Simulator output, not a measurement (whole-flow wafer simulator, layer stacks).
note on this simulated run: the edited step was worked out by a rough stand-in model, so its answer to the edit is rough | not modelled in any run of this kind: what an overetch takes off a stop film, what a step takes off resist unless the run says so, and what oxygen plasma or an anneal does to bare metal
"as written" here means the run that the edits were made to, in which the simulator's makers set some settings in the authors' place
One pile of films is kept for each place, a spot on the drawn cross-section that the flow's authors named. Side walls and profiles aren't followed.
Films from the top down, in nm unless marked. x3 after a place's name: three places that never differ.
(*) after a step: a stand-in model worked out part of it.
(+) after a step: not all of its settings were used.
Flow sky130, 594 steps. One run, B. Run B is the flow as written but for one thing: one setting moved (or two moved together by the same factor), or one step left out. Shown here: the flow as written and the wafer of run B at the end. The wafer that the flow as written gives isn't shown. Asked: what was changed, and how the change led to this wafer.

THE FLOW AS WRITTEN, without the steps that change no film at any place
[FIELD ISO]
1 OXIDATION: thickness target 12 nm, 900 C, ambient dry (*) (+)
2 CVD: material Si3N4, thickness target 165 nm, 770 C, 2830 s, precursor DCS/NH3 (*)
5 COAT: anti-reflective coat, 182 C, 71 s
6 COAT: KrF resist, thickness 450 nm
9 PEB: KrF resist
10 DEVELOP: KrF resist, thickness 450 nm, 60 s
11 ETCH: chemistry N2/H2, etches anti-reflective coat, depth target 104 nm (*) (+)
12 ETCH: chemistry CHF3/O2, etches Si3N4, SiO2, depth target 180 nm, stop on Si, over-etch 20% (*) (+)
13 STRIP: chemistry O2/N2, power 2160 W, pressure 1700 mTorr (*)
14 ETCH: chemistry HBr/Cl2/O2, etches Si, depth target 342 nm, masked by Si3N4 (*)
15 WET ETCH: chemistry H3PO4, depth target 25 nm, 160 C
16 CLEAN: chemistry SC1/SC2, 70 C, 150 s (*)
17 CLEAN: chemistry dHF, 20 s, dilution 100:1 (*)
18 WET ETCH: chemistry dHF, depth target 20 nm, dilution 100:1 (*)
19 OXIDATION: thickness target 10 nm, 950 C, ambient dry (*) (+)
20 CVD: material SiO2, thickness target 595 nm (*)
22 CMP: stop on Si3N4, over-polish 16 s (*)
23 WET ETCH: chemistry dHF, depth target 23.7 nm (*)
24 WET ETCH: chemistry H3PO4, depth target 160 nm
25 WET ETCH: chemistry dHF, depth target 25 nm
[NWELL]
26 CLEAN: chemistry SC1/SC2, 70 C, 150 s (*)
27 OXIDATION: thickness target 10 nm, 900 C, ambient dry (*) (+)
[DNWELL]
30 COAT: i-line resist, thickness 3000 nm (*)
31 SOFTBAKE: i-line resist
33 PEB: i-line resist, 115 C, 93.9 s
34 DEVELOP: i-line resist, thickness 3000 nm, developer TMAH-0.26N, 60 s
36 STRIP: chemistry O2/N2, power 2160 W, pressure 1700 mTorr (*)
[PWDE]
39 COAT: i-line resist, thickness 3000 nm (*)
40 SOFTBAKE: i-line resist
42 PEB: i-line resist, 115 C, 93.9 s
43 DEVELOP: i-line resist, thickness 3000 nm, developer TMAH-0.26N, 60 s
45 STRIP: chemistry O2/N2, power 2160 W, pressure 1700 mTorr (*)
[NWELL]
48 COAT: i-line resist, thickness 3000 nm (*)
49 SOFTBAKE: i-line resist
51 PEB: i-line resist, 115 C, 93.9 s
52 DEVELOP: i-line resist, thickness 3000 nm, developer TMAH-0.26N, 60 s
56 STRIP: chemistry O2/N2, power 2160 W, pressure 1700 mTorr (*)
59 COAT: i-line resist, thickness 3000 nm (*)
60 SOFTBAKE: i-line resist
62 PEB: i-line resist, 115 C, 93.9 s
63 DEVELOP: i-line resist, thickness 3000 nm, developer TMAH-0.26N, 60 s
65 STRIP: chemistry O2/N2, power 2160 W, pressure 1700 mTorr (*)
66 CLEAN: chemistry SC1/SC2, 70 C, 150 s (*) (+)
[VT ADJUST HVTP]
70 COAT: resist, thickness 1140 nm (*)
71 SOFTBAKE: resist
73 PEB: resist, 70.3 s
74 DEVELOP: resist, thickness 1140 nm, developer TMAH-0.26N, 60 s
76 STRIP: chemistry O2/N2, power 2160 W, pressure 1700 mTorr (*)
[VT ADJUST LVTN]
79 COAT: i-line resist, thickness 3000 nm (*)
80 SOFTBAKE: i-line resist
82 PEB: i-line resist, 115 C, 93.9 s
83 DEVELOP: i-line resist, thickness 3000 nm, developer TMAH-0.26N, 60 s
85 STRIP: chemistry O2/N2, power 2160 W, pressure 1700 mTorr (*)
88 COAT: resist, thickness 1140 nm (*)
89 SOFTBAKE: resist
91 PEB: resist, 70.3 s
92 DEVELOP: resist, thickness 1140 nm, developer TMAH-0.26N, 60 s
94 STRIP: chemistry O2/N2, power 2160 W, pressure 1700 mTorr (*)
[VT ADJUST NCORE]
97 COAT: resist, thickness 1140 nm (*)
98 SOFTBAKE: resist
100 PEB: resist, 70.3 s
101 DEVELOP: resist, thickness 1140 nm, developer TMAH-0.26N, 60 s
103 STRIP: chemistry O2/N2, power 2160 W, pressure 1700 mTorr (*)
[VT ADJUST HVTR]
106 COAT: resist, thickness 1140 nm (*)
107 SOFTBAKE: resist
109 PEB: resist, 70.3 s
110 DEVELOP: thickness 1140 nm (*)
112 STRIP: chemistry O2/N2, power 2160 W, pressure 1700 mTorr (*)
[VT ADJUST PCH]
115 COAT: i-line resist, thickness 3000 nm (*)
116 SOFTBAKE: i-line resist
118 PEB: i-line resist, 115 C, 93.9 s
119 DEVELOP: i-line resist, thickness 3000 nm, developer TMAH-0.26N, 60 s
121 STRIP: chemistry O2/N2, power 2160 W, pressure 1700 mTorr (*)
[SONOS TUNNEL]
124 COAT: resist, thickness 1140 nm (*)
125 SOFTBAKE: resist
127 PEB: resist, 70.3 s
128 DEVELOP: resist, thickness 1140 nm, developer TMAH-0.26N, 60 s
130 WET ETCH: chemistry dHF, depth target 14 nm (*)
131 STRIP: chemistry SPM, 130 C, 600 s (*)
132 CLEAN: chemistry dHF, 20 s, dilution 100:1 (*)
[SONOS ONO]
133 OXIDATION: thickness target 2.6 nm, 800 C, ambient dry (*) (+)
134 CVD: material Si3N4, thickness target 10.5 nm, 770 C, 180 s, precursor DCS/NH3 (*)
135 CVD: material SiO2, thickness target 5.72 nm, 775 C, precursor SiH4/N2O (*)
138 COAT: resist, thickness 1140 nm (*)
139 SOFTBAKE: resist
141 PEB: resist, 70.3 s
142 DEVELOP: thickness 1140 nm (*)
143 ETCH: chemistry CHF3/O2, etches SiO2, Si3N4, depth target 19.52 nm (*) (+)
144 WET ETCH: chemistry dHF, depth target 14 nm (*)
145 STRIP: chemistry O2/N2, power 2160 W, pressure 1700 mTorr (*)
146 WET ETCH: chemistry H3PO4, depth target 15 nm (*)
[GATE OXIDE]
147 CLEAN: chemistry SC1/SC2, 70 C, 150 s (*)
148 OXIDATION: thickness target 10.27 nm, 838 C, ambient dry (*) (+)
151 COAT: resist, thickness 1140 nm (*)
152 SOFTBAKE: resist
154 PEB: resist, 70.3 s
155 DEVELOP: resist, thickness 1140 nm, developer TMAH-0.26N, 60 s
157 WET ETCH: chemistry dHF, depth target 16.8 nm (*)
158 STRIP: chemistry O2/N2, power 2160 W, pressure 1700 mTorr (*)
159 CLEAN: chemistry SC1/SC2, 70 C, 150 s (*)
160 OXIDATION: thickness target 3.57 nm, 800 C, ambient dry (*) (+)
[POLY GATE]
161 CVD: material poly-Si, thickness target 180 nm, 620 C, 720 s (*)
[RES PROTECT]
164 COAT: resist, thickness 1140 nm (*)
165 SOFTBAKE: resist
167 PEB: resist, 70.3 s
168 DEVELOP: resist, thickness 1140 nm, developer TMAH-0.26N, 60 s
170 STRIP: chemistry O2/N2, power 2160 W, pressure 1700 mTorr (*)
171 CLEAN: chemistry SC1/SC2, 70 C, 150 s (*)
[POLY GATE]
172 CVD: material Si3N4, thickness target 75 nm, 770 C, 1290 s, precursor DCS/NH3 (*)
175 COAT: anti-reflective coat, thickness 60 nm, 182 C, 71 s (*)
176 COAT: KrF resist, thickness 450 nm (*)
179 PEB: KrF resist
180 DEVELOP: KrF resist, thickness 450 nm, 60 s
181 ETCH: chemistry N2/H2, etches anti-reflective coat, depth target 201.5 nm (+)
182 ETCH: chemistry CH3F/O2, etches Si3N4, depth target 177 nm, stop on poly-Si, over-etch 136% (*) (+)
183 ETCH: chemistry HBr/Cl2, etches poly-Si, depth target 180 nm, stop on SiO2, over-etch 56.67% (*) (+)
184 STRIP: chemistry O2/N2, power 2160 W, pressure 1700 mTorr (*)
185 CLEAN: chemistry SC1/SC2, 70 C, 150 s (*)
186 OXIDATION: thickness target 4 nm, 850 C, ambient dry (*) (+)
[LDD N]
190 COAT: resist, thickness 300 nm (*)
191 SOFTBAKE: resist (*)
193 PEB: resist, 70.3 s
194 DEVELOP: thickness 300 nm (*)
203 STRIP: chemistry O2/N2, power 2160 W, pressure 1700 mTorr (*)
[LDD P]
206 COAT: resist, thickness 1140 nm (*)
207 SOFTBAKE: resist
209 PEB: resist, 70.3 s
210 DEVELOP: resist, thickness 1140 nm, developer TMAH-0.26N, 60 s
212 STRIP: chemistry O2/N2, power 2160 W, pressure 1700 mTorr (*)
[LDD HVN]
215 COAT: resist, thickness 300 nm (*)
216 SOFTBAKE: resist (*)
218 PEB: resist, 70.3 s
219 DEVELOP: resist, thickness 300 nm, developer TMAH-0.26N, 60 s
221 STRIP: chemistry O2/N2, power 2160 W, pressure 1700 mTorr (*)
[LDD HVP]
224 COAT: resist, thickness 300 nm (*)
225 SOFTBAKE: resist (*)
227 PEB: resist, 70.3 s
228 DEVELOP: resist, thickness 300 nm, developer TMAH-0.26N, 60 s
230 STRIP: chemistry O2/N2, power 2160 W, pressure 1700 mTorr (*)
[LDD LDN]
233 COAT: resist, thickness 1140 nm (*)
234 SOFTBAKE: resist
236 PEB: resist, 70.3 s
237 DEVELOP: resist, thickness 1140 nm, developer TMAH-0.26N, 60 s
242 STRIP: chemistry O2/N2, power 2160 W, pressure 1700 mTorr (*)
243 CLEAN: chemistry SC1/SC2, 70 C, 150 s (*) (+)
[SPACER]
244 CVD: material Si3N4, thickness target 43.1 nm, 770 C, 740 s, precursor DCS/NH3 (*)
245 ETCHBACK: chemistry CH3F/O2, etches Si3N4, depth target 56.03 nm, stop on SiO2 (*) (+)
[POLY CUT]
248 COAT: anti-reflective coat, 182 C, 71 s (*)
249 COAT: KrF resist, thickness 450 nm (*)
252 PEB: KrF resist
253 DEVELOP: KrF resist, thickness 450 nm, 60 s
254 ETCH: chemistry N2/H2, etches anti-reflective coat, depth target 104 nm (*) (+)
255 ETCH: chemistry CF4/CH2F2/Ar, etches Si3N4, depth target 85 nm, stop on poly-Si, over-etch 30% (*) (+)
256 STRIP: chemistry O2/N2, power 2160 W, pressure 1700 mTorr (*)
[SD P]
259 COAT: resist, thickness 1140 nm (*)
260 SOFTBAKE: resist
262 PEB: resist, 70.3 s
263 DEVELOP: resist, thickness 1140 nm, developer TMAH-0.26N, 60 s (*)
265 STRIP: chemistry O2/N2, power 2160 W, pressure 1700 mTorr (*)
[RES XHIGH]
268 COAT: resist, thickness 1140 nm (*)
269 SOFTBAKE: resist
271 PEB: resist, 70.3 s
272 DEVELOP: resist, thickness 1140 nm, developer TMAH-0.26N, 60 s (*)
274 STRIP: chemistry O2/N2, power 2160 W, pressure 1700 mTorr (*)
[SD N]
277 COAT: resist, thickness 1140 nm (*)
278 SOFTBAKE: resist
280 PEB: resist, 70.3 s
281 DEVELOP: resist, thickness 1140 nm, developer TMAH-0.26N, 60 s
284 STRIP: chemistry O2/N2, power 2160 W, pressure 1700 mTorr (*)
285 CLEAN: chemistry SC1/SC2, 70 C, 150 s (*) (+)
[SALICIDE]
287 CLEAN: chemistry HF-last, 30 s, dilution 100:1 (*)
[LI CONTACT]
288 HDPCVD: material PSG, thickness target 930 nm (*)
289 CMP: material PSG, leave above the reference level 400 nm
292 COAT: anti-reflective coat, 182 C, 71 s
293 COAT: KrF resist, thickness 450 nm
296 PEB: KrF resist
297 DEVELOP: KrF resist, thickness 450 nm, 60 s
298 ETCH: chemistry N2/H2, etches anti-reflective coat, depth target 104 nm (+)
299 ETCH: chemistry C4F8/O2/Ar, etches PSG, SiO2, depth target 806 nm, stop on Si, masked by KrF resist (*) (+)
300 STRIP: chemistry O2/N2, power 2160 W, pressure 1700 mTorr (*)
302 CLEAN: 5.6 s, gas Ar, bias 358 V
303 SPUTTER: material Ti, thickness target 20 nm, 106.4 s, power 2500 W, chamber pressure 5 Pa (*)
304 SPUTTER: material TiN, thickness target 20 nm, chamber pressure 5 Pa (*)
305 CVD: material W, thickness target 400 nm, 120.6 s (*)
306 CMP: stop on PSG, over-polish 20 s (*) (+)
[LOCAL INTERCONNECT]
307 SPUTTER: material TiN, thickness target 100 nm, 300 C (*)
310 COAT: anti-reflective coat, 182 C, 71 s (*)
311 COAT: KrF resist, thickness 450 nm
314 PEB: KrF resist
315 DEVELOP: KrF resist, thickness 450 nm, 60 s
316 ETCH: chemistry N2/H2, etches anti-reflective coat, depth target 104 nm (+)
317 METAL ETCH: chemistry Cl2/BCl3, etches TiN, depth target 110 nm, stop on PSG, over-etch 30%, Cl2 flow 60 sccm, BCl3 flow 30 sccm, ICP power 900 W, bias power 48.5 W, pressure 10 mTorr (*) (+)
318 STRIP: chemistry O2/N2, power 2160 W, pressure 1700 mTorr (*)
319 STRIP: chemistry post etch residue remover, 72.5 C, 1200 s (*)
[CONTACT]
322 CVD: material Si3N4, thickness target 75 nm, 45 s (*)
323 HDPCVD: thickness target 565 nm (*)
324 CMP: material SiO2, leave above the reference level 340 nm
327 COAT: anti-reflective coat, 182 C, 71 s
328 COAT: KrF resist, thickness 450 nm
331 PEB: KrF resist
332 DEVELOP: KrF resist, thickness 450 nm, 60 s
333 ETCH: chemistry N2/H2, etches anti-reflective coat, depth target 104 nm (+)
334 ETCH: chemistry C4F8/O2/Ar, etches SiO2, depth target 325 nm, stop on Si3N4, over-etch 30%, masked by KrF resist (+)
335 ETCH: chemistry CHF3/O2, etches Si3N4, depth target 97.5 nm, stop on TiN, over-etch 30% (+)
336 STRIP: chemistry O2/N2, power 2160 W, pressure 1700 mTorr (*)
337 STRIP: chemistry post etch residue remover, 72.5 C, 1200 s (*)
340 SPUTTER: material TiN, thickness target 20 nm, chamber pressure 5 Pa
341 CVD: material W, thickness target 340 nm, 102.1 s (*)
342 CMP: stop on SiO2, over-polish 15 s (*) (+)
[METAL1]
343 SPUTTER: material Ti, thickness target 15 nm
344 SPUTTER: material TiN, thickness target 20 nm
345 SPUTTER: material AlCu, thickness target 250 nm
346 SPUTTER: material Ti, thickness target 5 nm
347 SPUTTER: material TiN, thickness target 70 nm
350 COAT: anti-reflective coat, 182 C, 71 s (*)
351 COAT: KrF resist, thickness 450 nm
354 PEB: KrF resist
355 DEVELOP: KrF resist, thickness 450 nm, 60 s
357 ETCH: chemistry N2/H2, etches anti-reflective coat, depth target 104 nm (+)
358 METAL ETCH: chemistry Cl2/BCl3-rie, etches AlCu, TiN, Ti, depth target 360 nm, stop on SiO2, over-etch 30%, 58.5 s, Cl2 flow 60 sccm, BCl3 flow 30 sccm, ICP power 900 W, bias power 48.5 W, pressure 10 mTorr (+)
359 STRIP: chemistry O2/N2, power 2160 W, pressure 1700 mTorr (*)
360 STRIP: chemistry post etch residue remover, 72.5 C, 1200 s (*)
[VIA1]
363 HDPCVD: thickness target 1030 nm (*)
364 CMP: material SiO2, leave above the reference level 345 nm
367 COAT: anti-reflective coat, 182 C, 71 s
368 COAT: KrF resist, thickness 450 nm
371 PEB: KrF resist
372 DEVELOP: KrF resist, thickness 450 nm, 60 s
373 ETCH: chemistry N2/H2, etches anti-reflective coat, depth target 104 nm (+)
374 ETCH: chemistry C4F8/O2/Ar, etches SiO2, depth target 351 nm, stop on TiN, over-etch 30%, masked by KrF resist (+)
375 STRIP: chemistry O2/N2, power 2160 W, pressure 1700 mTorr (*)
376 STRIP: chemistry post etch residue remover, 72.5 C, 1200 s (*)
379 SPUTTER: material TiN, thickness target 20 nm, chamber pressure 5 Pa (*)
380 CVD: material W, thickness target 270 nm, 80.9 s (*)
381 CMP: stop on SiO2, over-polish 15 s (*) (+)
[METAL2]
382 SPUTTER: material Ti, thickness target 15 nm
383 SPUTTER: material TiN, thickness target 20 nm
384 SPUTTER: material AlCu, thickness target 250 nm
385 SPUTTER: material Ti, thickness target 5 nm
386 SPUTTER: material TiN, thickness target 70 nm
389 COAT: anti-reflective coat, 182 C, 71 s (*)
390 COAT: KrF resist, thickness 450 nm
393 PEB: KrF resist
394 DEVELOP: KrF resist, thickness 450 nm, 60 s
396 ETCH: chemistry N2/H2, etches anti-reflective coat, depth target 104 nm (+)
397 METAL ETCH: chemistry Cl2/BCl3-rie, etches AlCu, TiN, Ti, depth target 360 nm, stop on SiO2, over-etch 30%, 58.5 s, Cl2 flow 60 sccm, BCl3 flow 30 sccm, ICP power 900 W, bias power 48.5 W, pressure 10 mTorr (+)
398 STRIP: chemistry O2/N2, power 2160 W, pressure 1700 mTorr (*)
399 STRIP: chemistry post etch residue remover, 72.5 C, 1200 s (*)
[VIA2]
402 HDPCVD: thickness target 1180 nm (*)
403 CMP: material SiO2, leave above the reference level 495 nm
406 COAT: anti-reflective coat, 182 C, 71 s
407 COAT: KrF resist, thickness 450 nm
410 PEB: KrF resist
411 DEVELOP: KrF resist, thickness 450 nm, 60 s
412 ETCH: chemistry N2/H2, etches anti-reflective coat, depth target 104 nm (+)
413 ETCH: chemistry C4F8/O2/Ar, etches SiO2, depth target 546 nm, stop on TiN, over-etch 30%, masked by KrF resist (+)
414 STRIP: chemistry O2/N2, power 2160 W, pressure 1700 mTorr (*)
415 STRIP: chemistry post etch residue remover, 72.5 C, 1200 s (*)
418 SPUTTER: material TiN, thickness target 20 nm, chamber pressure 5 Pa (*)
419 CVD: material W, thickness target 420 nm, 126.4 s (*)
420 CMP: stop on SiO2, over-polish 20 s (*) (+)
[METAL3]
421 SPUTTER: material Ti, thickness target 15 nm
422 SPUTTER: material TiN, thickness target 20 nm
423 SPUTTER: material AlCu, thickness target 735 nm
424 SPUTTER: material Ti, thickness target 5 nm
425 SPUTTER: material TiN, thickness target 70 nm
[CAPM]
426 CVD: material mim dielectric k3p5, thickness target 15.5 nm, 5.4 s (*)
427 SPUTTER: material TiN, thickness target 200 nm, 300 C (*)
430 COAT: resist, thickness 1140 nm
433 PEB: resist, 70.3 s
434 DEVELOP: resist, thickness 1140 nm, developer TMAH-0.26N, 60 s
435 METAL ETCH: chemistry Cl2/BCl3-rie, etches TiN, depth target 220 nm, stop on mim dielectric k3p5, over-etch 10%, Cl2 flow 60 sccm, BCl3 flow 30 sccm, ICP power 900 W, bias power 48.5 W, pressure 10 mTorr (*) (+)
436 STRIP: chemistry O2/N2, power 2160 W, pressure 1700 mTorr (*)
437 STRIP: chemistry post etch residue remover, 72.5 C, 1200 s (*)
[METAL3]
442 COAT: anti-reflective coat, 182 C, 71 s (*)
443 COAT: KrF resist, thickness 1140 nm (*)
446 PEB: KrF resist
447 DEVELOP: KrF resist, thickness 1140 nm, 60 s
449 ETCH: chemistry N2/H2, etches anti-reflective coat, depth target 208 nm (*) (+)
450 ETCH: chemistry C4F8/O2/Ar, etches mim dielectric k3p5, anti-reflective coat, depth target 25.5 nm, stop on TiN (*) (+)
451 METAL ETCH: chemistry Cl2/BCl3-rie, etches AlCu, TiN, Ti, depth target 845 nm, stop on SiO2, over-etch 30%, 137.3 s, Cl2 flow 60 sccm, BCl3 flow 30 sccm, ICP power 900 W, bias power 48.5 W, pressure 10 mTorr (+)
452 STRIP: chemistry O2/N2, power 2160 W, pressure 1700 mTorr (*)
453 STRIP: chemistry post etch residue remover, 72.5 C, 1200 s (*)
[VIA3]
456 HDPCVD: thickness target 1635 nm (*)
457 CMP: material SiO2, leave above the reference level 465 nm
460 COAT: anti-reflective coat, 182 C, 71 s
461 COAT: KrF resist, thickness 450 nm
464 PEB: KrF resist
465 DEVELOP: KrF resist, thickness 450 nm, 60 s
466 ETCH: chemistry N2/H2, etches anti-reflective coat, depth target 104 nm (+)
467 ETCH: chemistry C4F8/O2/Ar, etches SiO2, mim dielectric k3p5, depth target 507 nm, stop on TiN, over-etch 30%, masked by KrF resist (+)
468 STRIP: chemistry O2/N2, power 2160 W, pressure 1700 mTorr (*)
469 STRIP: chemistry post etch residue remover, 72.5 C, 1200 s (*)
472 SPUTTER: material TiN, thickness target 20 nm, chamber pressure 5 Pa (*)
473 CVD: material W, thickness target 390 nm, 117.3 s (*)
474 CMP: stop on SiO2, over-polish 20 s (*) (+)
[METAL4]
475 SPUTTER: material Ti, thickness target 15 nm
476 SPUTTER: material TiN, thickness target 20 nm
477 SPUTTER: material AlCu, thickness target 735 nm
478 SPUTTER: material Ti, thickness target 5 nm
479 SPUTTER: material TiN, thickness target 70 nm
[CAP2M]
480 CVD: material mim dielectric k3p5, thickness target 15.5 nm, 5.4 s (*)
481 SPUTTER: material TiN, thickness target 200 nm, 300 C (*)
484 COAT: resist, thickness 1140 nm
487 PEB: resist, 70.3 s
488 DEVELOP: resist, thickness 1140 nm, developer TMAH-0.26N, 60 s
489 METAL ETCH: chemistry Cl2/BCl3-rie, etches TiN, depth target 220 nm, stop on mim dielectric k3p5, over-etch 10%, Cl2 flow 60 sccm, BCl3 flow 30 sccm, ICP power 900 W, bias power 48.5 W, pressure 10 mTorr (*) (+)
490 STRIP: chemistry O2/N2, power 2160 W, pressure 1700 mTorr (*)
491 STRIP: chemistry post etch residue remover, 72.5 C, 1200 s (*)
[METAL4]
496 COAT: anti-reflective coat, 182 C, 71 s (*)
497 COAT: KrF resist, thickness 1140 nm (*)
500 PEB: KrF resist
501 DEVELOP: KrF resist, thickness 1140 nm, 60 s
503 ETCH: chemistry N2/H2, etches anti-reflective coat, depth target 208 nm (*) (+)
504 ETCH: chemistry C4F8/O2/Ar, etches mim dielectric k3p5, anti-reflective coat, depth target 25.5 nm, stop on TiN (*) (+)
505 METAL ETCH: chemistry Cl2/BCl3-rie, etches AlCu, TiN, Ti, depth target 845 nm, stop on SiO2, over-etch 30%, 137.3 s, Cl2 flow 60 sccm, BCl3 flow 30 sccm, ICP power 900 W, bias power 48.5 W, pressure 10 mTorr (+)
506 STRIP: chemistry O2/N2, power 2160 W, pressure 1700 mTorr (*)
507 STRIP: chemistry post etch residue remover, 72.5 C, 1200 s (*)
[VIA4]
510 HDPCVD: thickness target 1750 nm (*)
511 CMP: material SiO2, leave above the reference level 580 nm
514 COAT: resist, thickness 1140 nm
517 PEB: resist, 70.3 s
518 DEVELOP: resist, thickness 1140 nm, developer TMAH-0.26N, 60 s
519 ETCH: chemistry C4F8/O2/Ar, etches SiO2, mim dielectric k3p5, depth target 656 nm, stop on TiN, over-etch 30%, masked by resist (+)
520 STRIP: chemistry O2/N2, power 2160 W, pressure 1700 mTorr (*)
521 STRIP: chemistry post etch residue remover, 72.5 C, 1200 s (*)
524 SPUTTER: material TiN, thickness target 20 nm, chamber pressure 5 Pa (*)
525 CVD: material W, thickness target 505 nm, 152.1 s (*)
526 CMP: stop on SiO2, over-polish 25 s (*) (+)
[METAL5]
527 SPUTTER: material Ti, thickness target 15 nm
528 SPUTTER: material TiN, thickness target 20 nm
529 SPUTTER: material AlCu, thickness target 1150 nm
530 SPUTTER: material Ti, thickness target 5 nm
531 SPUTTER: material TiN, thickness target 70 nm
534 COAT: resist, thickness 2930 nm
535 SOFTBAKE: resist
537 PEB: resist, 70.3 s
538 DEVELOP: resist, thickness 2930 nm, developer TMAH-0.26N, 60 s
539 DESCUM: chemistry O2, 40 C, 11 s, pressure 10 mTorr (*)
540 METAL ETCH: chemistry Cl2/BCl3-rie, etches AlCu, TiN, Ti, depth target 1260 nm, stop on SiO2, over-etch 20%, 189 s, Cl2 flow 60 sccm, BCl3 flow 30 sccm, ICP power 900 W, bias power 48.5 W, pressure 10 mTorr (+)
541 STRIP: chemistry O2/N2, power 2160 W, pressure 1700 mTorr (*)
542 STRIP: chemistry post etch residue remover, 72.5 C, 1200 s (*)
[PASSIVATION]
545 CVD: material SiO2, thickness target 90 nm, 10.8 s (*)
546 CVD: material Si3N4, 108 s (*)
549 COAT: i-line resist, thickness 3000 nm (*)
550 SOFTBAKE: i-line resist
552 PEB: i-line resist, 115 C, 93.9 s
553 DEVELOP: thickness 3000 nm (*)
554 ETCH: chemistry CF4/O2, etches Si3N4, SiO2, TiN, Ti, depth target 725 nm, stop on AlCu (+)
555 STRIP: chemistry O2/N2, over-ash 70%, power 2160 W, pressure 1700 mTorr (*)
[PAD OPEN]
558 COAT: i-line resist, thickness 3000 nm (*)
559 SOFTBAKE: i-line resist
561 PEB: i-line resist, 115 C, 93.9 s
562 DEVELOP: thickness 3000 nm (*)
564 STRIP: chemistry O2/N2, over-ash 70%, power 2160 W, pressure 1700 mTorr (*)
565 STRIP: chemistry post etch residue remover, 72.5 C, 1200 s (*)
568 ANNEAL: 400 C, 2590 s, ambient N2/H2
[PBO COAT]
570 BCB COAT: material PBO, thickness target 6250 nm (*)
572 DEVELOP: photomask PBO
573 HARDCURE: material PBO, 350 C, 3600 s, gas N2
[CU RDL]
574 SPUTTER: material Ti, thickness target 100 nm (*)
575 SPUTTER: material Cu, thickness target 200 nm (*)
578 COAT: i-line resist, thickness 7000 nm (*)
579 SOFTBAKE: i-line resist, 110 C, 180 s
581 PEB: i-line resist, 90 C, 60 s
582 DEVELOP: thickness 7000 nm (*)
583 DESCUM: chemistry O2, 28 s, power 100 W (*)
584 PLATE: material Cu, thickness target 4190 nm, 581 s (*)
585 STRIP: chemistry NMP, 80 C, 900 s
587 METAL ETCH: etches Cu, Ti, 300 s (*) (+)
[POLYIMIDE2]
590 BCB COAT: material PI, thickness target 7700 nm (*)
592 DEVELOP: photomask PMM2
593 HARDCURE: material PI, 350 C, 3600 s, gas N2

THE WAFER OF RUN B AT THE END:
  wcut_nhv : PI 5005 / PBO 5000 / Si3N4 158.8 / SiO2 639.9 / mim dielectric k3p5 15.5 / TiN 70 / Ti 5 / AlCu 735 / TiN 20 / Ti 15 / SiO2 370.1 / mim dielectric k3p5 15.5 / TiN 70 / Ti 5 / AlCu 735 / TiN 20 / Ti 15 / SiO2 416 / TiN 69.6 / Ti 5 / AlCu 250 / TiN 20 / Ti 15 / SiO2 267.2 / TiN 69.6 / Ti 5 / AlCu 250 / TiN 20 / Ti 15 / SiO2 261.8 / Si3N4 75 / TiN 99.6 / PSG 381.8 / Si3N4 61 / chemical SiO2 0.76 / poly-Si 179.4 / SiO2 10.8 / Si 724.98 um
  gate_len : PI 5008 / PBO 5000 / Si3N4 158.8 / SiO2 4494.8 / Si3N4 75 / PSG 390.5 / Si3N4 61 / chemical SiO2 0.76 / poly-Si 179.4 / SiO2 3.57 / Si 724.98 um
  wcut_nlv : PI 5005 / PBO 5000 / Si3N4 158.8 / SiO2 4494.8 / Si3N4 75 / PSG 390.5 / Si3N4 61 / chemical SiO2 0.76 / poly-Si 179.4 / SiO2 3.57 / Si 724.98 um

The cause: step 545, CVD: thickness target 130 nm was run, where the flow has thickness target 90 nm; step 545, CVD: 15.7 s was run, where the flow has 10.8 s.

How the change led to this, step by step:
  545 CVD: material SiO2, thickness target 90 nm, 10.8 s (*)
      field, active, gate and 175 more: SiO2 +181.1 (as written it would be: SiO2 +125.2)
      n_well, p_well, sd_n and 12 more: SiO2 +181.1 (new film) (as written it would be: SiO2 +125.2 (new film))
  550 SOFTBAKE: i-line resist
      active: i-line resist +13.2 (as written it would be: i-line resist +12)
      gate: i-line resist -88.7 (as written it would be: i-line resist -85.5)
      (and at 59 more places)
  554 ETCH: chemistry CF4/O2, etches Si3N4, SiO2, TiN, Ti, depth target 725 nm, stop on AlCu (+)
      field, active, n_well and 189 more: i-line resist -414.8 (as written it would be: i-line resist -358.9)
      pad: Si3N4 -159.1 (all of it), SiO2 -181.1 (all of it), TiN -69.6 (all of it), Ti -5 (all of it) (as written it would be: Si3N4 -159.1 (all of it), SiO2 -125.2 (all of it), TiN -69.6 (all of it), Ti -5 (all of it))
  555 STRIP: chemistry O2/N2, over-ash 70%, power 2160 W, pressure 1700 mTorr (*)
      gate_hv, dice_street, iso_guard and 83 more: i-line resist -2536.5 (all of it) (as written it would be: i-line resist -2592.4 (all of it))
      n_well, p_well, sd_n, sd_p: i-line resist -1284.9 (all of it) (as written it would be: i-line resist -1340.8 (all of it))
      (and at 76 more places)
  558 COAT: i-line resist, thickness 3000 nm (*)
      pad: i-line resist +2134 (new film) (as written it would be: i-line resist +2077.7 (new film))
  559 SOFTBAKE: i-line resist
      field: i-line resist +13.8 (as written it would be: i-line resist +12.5)
      active: i-line resist +13.2 (as written it would be: i-line resist +12)
      (and at 66 more places)
  561 PEB: i-line resist, 115 C, 93.9 s
      pad: i-line resist -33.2 (as written it would be: i-line resist -32.2)
  562 DEVELOP: thickness 3000 nm (*)
      pad: i-line resist -2100.8 (all of it) (as written it would be: i-line resist -2045.5 (all of it))
  578 COAT: i-line resist, thickness 7000 nm (*)
      pad: i-line resist +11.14 um (new film) (as written it would be: i-line resist +11.08 um (new film))
  579 SOFTBAKE: i-line resist, 110 C, 180 s
      mim, vcap_hvt: i-line resist -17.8 (as written it would be: i-line resist -16.8)
      ndiff_licon_rim, ndiff_licon: i-line resist -8.7 (as written it would be: i-line resist -8.01)
      (and at 25 more places)
  582 DEVELOP: thickness 7000 nm (*)
      pad: i-line resist -11.14 um (all of it) (as written it would be: i-line resist -11.08 um (all of it))
